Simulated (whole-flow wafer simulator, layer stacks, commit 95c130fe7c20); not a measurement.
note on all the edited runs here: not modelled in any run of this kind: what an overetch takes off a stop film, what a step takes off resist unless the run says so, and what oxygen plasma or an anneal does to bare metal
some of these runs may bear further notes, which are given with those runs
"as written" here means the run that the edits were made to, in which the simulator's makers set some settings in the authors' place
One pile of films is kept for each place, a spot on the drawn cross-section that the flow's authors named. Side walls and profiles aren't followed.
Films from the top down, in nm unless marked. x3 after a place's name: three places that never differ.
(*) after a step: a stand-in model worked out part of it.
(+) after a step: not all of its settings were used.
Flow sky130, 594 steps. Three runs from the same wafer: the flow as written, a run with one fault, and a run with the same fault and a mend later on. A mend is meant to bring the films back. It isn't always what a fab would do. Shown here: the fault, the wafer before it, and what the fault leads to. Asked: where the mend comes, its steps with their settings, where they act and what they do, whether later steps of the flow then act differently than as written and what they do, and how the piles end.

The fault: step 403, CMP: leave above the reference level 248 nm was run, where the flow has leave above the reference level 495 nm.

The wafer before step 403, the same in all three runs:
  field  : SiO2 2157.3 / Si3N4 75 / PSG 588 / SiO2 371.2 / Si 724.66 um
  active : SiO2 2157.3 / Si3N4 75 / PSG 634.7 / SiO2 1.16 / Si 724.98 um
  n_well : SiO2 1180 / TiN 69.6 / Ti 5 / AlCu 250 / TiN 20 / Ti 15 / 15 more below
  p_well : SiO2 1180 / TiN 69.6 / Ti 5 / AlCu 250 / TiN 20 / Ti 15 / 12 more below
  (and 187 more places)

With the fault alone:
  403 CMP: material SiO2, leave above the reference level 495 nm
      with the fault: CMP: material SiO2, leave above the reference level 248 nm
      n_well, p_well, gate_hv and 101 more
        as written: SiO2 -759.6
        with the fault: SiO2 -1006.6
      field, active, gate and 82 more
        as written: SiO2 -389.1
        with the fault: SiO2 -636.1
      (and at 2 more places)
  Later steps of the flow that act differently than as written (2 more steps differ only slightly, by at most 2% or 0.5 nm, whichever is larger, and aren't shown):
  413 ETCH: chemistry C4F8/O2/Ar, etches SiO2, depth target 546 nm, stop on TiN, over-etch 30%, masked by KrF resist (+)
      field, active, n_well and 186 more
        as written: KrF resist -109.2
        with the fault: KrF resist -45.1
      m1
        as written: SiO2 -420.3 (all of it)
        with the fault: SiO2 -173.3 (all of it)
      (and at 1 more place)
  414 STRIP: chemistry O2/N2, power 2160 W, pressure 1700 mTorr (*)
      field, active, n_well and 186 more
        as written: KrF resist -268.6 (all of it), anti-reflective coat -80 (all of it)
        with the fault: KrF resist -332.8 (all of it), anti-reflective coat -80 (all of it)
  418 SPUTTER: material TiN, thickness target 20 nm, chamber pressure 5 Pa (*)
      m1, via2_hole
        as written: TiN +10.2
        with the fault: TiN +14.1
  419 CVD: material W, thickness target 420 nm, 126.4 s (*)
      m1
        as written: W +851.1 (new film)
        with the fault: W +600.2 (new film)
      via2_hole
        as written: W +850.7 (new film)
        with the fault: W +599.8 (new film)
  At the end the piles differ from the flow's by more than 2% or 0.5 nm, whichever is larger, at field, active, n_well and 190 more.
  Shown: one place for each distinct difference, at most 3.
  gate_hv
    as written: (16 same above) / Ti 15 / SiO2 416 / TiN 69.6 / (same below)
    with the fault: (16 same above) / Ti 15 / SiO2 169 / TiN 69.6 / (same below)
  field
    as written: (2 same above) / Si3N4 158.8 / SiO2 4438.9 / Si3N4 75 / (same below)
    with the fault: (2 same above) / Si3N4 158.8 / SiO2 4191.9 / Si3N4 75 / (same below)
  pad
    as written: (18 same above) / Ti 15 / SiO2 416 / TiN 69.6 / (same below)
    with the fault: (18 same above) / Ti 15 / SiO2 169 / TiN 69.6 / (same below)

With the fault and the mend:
  The mend comes after step 403.
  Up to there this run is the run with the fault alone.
  403a HDPCVD: thickness target 247 nm (*) (the flow's step 402 once more, with other settings)
      field, active, n_well and 188 more
        SiO2 +247
  No later step of the flow acts differently than as written, at any place that is followed, by more than 2% or 0.5 nm, whichever is larger.
  At the end the piles are the same as the flow's at every place that both follow.
